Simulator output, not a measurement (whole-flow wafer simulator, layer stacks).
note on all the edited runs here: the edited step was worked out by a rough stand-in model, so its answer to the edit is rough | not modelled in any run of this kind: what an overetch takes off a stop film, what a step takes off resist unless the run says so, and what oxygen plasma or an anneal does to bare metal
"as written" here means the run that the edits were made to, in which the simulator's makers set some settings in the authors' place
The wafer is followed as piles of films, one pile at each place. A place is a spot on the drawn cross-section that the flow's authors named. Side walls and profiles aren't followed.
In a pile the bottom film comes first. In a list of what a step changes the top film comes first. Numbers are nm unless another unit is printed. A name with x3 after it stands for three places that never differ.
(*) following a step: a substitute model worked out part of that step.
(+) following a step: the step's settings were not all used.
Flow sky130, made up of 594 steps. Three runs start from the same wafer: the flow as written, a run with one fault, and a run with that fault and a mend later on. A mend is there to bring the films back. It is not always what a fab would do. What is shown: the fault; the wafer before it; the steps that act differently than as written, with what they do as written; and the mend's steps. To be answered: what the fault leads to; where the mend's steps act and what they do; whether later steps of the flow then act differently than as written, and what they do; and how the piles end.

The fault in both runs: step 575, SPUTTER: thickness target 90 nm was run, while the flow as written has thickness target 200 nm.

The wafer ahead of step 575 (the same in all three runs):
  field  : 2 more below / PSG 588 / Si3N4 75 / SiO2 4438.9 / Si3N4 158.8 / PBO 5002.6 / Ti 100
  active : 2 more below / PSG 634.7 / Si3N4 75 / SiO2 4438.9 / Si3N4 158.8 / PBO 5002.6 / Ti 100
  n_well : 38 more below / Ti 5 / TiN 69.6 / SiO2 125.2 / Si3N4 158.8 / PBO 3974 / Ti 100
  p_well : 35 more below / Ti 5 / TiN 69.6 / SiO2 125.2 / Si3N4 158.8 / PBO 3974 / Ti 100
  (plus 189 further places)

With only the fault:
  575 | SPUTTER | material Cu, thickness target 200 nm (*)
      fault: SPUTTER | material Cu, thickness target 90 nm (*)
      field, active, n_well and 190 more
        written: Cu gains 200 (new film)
        fault: Cu gains 90 (new film)
  Later steps of the flow acting differently than as written (not shown: 6 more steps that differ only slightly, by at most 2% or 0.5 nm, whichever is larger):
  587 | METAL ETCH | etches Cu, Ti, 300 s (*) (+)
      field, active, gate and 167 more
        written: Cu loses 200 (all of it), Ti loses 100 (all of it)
        fault: Cu loses 90 (all of it), Ti loses 100 (all of it)
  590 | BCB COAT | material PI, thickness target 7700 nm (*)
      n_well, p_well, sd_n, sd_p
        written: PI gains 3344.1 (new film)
        fault: PI gains 3454.1 (new film)
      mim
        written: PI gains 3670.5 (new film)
        fault: PI gains 3775.5 (new film)
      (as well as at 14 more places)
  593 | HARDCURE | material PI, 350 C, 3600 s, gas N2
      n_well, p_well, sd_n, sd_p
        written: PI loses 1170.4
        fault: PI loses 1208.9
  The piles end different from the flow's at n_well, p_well, sd_n and 20 more by more than 2% or 0.5 nm, whichever is larger.
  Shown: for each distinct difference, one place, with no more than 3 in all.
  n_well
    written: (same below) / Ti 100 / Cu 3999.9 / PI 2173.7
    fault: (same below) / Ti 100 / Cu 3889.9 / PI 2245.2
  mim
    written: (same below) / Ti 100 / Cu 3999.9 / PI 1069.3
    fault: (same below) / Ti 100 / Cu 3889.9 / PI 1172.2
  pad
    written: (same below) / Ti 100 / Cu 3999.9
    fault: (same below) / Ti 100 / Cu 3889.9

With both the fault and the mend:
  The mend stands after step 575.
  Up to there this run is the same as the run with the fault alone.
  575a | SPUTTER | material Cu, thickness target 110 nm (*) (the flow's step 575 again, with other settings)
      field, active, n_well and 190 more
        Cu gains 110
  None of the later steps of the flow acts differently than as written at any place that is followed.
  The piles end the same as the flow's at every place that both follow.
